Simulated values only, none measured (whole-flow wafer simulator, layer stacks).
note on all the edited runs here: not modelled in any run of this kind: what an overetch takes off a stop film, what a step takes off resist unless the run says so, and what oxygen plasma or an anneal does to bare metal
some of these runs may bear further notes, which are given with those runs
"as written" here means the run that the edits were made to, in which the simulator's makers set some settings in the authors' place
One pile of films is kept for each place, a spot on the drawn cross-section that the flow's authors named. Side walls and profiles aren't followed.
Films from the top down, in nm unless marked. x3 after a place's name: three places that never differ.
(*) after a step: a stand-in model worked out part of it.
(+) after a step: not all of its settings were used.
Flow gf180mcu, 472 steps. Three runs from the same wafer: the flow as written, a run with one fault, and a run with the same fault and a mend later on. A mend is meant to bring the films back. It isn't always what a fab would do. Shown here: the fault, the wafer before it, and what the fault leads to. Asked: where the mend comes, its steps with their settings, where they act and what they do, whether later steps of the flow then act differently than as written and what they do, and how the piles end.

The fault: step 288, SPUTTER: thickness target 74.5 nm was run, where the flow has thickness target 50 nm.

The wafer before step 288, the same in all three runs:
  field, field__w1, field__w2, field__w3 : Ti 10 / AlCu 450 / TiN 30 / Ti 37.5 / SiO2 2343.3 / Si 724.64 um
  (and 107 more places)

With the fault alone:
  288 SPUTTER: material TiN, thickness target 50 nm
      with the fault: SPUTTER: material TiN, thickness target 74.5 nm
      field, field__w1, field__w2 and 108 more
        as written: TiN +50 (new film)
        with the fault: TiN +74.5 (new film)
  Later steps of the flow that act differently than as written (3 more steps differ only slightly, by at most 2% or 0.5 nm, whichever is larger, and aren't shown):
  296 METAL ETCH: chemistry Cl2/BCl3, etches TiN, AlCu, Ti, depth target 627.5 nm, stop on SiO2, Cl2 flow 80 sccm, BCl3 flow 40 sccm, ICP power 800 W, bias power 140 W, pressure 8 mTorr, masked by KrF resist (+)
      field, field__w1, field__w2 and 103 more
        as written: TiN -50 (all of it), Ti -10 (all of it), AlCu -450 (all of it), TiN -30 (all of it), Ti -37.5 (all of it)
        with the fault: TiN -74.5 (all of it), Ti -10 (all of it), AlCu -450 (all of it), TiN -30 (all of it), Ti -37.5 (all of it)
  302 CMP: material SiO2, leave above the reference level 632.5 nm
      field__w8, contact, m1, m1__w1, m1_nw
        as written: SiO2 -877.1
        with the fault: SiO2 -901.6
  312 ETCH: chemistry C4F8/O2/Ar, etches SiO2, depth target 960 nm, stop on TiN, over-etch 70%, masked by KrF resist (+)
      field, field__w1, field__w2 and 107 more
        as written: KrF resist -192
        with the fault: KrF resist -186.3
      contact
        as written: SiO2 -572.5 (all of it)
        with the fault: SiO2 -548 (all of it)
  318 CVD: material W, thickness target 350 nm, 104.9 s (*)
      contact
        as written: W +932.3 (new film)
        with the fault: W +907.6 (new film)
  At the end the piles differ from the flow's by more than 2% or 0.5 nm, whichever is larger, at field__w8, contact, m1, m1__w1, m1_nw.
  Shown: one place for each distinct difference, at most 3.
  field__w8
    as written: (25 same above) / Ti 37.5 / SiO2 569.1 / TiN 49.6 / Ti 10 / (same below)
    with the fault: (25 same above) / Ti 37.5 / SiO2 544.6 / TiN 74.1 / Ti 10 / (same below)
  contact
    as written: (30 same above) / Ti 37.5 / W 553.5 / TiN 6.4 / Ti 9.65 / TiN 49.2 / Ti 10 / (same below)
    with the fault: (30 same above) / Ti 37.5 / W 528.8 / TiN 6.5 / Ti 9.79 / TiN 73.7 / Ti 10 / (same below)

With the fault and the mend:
  The mend comes after step 288.
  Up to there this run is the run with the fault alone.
  288a METAL ETCH: chemistry Cl2/BCl3, etches TiN, AlCu, Ti, depth target 24.5 nm, Cl2 flow 80 sccm, BCl3 flow 40 sccm, ICP power 800 W, bias power 140 W, pressure 8 mTorr (the flow's step 260 once more, with other settings)
      field, field__w1, field__w2 and 108 more
        TiN -24.5
  No later step of the flow acts differently than as written at any place that is followed.
  At the end the piles are the same as the flow's at every place that both follow.
